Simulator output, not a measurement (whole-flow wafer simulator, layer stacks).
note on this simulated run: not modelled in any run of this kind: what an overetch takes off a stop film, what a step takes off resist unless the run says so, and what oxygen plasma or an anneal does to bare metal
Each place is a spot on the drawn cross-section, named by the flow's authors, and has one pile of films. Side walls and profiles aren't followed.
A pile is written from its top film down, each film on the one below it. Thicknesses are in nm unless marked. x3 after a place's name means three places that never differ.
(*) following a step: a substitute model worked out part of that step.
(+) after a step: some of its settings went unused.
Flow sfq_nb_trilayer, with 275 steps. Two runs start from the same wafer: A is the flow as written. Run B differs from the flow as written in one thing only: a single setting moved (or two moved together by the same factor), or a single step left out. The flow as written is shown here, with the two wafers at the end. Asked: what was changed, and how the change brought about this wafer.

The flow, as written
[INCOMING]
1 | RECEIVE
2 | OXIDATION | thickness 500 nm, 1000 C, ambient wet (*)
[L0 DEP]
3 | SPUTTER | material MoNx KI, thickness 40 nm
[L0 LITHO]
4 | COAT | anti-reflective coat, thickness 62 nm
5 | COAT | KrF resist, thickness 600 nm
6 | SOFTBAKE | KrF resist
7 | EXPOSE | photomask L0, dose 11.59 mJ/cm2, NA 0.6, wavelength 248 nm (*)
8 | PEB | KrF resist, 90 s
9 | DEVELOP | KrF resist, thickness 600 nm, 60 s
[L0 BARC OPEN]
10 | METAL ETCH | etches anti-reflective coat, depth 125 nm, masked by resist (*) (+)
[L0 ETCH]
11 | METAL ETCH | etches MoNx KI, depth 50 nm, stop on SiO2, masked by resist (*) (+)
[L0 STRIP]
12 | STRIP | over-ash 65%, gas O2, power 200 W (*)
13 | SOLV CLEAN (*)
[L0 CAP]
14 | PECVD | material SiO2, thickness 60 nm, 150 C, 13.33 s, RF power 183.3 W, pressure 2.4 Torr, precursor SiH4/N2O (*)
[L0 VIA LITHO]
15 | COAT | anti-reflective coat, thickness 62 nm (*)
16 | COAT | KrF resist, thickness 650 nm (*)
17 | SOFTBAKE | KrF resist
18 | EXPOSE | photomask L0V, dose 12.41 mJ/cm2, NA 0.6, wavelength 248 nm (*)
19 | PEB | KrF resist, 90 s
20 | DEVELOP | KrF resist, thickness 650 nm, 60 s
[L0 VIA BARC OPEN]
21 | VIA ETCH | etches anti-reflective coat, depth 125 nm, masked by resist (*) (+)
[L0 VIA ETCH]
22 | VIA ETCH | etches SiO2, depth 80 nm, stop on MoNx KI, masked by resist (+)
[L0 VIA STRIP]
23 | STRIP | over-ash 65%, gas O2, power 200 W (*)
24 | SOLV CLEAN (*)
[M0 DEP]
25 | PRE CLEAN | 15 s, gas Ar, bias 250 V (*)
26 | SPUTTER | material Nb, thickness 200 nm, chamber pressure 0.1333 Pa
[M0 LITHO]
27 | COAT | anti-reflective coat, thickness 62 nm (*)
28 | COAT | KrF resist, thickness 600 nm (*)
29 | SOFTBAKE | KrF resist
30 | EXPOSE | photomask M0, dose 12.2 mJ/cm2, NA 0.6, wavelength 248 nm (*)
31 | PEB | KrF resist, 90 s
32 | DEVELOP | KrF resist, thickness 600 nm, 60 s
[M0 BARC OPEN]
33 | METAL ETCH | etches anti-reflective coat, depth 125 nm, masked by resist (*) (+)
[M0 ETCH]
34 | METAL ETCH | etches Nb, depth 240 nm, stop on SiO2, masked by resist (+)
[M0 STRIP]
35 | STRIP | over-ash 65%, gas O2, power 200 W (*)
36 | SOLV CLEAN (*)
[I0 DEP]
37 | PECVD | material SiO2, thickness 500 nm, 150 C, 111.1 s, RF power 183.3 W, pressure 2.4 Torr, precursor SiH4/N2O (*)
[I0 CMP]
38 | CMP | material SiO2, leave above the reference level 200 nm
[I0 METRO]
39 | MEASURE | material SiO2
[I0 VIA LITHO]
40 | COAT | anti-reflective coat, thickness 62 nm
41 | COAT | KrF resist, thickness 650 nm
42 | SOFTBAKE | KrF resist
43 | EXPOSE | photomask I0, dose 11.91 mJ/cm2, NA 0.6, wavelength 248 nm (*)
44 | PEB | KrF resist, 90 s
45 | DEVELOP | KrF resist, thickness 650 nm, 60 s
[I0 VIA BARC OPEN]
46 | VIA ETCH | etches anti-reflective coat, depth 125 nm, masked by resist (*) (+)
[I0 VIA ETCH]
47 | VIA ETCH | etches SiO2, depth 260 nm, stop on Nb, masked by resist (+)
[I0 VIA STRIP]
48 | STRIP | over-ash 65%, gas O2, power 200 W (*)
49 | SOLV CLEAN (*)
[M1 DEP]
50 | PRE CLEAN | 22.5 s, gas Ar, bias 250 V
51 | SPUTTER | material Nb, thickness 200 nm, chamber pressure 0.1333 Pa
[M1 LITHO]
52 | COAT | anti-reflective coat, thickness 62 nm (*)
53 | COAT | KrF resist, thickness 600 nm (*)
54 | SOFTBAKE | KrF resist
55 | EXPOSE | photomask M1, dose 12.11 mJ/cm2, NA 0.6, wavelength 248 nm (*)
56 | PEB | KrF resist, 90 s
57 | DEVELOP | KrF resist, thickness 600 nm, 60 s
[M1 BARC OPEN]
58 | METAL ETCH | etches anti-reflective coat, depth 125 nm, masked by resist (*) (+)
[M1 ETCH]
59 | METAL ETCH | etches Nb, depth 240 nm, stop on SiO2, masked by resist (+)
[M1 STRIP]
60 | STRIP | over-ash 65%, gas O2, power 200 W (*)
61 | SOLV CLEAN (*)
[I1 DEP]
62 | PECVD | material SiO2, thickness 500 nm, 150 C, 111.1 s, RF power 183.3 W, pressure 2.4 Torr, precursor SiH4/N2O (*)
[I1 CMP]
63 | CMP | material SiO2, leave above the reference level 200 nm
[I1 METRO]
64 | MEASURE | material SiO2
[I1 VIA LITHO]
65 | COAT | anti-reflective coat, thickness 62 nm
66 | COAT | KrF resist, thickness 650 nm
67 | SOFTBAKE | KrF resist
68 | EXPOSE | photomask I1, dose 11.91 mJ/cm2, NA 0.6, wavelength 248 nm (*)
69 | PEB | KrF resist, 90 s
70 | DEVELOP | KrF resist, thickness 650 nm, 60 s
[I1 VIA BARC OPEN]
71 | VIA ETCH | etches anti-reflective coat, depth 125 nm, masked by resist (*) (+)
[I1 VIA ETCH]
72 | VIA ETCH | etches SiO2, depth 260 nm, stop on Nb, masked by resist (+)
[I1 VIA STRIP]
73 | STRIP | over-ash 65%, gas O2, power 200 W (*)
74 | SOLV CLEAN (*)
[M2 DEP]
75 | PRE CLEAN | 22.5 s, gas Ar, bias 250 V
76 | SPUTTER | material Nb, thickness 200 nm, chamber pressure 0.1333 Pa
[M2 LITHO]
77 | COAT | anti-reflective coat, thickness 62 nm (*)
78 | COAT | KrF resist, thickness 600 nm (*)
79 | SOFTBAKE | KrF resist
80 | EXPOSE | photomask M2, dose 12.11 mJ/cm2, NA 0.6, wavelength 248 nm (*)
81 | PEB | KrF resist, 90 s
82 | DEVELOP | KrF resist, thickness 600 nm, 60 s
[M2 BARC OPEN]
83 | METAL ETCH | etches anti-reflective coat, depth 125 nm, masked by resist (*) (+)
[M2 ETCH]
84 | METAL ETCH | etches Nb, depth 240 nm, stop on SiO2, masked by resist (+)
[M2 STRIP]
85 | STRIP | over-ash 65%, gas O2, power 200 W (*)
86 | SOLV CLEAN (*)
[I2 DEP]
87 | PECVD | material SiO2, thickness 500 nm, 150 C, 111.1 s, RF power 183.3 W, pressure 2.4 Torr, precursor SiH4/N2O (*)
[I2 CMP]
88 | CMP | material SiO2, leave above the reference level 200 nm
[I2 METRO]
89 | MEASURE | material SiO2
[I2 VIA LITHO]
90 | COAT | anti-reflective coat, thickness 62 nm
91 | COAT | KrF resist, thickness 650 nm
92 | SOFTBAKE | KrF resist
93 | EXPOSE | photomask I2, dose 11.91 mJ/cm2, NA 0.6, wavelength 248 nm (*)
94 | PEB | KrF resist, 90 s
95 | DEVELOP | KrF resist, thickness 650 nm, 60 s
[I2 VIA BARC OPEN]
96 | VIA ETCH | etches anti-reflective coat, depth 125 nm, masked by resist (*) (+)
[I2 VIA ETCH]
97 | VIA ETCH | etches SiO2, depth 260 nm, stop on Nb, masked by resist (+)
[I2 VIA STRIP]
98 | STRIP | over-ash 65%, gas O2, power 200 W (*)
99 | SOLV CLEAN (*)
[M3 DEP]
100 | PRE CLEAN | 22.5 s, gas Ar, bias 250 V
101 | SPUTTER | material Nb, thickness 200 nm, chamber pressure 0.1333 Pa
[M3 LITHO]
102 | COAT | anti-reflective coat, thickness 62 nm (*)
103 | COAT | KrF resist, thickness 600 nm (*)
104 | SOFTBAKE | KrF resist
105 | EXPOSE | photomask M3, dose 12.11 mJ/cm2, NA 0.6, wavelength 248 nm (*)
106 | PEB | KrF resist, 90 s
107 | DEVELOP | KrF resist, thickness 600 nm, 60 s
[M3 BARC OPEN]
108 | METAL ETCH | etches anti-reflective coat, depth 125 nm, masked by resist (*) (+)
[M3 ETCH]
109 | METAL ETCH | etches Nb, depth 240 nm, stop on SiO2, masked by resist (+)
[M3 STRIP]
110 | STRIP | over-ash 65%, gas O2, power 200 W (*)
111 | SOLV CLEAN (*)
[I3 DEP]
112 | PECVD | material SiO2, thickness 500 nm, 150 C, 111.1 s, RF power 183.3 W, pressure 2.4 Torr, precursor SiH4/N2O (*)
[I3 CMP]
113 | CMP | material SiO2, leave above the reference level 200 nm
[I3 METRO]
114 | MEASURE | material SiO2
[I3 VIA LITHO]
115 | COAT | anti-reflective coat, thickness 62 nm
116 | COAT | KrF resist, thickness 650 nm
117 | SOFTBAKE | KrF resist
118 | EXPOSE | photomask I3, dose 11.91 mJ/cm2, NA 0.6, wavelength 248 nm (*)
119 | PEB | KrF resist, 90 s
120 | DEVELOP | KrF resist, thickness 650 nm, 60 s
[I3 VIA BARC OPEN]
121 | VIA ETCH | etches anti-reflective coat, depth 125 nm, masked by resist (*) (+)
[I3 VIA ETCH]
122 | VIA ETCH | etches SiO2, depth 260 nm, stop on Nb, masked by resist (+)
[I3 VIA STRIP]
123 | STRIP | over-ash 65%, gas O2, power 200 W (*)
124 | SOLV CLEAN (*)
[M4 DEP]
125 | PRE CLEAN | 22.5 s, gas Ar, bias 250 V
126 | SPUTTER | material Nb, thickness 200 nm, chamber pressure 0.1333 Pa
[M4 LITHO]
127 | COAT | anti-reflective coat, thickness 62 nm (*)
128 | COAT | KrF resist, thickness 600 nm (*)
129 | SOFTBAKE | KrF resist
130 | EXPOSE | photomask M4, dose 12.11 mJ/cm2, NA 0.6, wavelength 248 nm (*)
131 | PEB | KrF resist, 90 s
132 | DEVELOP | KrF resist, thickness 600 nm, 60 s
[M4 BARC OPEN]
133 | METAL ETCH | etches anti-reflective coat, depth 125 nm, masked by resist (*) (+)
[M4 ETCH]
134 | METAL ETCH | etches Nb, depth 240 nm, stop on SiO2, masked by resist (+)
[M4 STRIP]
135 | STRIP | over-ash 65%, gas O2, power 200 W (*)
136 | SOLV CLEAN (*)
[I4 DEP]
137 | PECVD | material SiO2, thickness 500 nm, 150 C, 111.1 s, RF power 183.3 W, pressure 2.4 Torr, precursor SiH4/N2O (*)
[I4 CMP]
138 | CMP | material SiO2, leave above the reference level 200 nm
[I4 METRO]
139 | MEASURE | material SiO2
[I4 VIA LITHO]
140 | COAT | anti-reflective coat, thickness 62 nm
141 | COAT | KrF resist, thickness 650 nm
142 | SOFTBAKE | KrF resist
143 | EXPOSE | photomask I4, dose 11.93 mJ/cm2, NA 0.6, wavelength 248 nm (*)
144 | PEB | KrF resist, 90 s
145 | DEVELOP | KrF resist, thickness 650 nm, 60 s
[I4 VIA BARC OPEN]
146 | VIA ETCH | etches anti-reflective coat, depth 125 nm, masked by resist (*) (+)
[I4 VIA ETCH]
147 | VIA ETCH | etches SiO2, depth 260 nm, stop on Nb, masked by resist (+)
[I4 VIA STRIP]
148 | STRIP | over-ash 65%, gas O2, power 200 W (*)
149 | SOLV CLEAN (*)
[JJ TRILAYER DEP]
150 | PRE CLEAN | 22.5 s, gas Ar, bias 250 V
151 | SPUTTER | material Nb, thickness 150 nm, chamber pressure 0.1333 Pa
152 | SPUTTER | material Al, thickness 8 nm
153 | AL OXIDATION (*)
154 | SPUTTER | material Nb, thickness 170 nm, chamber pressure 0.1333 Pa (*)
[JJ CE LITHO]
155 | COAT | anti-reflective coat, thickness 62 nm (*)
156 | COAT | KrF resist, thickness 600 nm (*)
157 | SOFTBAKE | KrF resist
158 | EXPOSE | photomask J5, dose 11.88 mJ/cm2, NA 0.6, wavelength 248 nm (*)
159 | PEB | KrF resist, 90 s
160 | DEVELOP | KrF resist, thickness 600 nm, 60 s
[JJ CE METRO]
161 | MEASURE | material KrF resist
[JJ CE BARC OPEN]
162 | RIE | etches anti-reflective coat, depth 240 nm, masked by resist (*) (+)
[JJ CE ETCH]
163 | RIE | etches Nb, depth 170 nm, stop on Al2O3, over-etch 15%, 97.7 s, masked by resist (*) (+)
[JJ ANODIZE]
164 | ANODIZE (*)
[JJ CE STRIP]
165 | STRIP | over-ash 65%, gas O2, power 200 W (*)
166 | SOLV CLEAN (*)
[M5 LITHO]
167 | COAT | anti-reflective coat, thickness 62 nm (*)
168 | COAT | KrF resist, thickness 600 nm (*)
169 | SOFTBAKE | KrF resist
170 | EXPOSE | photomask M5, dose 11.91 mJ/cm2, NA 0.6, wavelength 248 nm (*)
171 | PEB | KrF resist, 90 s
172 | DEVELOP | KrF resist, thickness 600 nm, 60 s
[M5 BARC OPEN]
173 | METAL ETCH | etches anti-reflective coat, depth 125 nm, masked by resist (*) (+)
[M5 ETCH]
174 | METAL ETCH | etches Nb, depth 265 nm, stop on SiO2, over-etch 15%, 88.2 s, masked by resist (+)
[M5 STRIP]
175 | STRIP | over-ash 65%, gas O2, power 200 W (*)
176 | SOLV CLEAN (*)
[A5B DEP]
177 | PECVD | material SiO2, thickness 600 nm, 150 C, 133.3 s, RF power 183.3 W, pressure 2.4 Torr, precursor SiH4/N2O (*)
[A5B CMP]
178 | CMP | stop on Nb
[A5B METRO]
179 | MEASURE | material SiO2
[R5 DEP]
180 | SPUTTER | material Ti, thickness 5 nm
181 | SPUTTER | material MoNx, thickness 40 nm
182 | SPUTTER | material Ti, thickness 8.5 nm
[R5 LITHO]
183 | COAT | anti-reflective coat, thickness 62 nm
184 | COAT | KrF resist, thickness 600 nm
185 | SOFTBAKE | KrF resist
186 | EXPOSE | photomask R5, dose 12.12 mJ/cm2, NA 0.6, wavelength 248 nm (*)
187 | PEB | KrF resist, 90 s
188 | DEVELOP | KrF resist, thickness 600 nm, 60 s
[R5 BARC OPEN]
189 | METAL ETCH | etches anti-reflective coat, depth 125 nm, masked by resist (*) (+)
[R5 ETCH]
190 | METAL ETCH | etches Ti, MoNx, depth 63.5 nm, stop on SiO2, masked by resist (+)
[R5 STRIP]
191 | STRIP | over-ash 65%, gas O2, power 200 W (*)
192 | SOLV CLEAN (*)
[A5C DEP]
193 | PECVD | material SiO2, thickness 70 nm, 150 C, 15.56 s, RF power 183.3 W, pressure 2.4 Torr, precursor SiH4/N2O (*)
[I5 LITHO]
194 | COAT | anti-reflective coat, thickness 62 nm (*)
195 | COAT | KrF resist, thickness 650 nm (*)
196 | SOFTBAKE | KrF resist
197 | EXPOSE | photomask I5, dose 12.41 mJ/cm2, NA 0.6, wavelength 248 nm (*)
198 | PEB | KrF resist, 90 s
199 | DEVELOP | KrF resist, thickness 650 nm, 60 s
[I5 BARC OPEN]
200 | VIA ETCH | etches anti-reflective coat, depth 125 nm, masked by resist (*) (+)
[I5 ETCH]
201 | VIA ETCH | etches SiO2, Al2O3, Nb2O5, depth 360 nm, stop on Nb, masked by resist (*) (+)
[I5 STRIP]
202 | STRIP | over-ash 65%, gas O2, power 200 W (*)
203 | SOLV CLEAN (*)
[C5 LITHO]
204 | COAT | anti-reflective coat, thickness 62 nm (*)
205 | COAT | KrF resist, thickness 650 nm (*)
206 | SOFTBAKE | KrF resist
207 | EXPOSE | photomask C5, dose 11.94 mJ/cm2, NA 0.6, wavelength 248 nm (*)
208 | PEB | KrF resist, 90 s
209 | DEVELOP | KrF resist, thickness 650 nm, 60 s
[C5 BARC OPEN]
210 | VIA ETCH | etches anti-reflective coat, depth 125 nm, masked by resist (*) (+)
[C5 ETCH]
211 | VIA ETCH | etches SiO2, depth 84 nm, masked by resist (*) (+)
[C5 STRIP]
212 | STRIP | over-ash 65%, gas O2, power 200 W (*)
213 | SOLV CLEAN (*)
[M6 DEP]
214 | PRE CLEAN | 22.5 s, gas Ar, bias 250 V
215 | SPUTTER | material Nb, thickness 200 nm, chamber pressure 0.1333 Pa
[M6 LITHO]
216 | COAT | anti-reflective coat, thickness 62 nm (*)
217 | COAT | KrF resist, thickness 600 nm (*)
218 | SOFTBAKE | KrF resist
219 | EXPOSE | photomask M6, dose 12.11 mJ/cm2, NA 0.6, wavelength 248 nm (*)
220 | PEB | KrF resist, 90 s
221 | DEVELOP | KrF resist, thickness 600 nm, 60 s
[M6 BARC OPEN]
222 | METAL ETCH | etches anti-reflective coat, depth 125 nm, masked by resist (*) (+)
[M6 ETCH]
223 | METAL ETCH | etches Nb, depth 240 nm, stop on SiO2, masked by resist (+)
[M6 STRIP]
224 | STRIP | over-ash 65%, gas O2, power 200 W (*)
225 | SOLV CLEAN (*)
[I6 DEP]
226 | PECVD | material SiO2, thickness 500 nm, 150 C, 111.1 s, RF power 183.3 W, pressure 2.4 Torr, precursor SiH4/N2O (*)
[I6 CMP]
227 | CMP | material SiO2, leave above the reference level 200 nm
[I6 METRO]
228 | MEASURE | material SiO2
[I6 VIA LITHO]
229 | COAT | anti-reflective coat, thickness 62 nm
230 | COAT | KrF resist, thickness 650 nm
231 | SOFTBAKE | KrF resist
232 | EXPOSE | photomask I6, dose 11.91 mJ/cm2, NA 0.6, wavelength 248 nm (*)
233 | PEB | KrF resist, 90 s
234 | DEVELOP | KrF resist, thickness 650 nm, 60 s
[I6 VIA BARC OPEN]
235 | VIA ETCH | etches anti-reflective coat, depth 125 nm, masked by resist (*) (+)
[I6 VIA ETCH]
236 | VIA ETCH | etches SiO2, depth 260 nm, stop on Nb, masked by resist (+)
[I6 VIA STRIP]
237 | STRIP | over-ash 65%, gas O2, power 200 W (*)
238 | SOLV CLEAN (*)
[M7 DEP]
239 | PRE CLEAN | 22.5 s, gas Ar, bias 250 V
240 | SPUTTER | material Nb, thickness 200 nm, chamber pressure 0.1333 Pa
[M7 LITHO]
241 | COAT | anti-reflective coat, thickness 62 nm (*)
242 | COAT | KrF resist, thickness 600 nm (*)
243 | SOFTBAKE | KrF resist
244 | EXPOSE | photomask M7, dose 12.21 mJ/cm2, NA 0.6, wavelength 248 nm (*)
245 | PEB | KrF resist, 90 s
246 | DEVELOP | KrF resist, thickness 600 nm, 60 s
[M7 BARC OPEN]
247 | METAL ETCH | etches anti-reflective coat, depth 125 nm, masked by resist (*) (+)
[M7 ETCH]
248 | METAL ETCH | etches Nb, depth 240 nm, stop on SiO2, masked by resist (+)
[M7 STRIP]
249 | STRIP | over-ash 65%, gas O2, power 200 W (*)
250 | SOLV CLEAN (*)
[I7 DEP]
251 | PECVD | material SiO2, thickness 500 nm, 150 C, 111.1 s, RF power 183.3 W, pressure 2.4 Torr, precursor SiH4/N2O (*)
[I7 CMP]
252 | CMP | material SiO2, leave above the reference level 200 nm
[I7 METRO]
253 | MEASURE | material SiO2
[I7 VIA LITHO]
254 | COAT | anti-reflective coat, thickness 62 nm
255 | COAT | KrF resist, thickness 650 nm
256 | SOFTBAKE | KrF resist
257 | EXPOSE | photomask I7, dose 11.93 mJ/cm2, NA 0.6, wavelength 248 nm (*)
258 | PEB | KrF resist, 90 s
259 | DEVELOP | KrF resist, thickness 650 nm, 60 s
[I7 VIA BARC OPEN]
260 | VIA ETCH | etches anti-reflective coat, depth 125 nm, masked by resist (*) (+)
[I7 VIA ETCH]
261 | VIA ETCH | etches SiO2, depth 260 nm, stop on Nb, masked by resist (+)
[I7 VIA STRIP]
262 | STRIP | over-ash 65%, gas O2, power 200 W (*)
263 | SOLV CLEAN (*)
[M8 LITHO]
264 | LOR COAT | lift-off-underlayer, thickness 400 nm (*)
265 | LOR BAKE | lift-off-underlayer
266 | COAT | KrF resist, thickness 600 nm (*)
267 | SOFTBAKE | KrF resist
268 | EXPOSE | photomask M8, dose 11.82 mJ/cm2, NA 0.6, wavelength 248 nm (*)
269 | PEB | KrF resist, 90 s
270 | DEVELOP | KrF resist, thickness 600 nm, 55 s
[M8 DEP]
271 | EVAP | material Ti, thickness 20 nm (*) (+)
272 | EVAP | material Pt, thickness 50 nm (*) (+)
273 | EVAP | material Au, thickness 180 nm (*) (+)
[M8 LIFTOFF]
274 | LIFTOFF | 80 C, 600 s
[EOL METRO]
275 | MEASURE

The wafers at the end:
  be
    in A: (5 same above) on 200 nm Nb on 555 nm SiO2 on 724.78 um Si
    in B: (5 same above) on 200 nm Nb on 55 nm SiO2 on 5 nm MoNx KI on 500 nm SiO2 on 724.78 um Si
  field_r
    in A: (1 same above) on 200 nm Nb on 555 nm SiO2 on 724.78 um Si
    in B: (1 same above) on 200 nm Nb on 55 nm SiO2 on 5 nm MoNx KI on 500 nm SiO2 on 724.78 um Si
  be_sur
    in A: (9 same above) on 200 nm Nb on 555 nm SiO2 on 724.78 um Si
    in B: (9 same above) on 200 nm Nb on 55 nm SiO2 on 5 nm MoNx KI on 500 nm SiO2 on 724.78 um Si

What caused this: step 3, SPUTTER: thickness 55 nm was run, whereas the flow has thickness 40 nm.

Step by step, how the change led to this:
  3 | SPUTTER | material MoNx KI, thickness 40 nm
      field_l, v_sur, via_wl and 103 more: A +40 MoNx KI (new film) | B +55 MoNx KI (new film)
  11 | METAL ETCH | etches MoNx KI, depth 50 nm, stop on SiO2, masked by resist (*) (+)
      v_sur, via_wl, via_w and 97 more: A -40 MoNx KI (all of it) | B -50 MoNx KI
  14 | PECVD | material SiO2, thickness 60 nm, 150 C, 13.33 s, RF power 183.3 W, pressure 2.4 Torr, precursor SiH4/N2O (*)
      v_sur, via_wl, via_w and 97 more: A +60 SiO2 | B +60 SiO2 (new film)
  15 | COAT | anti-reflective coat, thickness 62 nm (*)
      field_l: A +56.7 anti-reflective coat (new film) | B +55.5 anti-reflective coat (new film)
      v_sur: A +72.2 anti-reflective coat (new film) | B +74.9 anti-reflective coat (new film)
      (and at 2 other places as well)
  23 | STRIP | over-ash 65%, gas O2, power 200 W (*)
      field_l: A -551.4 KrF resist (all of it), -56.7 anti-reflective coat (all of it) | B -549.3 KrF resist (all of it), -55.5 anti-reflective coat (all of it)
      v_sur: A -570.5 KrF resist (all of it), -72.2 anti-reflective coat (all of it) | B -573.1 KrF resist (all of it), -74.9 anti-reflective coat (all of it)
      (and at 2 other places as well)
  27 | COAT | anti-reflective coat, thickness 62 nm (*)
      v_sur: A +72.3 anti-reflective coat (new film) | B +75.1 anti-reflective coat (new film)
      l0_sur: A +47.5 anti-reflective coat (new film) | B +46.5 anti-reflective coat (new film)
      (and at 1 other place as well)
  35 | STRIP | over-ash 65%, gas O2, power 200 W (*)
      v_sur: A -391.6 KrF resist (all of it), -72.3 anti-reflective coat (all of it) | B -393.9 KrF resist (all of it), -75.1 anti-reflective coat (all of it)
      l0_sur: A -372 KrF resist (all of it), -47.5 anti-reflective coat (all of it) | B -369.2 KrF resist (all of it), -46.5 anti-reflective coat (all of it)
      (and at 1 other place as well)
  38 | CMP | material SiO2, leave above the reference level 200 nm
      field_l, l0_sur, l0r_line_l, l0r_line_c, l0r_line_r: A -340 SiO2 | B -350 SiO2
      l0v: A -277.8 SiO2 | B -287.8 SiO2
Taking metal films that touch as one body, be has 4 bodies (between them, from the top down: SiO2 503.2; SiO2 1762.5; SiO2 55); the flow as written gives 3 bodies (between them, from the top down: SiO2 503.2; SiO2 1762.5).
Taking metal films that touch as one body, field_r has 2 bodies (between them, from the top down: SiO2 55); the flow as written gives 1 body.
Taking metal films that touch as one body, be_sur has 5 bodies (between them, from the top down: SiO2 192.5; SiO2 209 / Al2O3 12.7 / Nb2O5 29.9; SiO2 1762.5; SiO2 55); the flow as written gives 4 bodies (between them, from the top down: SiO2 192.5; SiO2 209 / Al2O3 12.7 / Nb2O5 29.9; SiO2 1762.5).
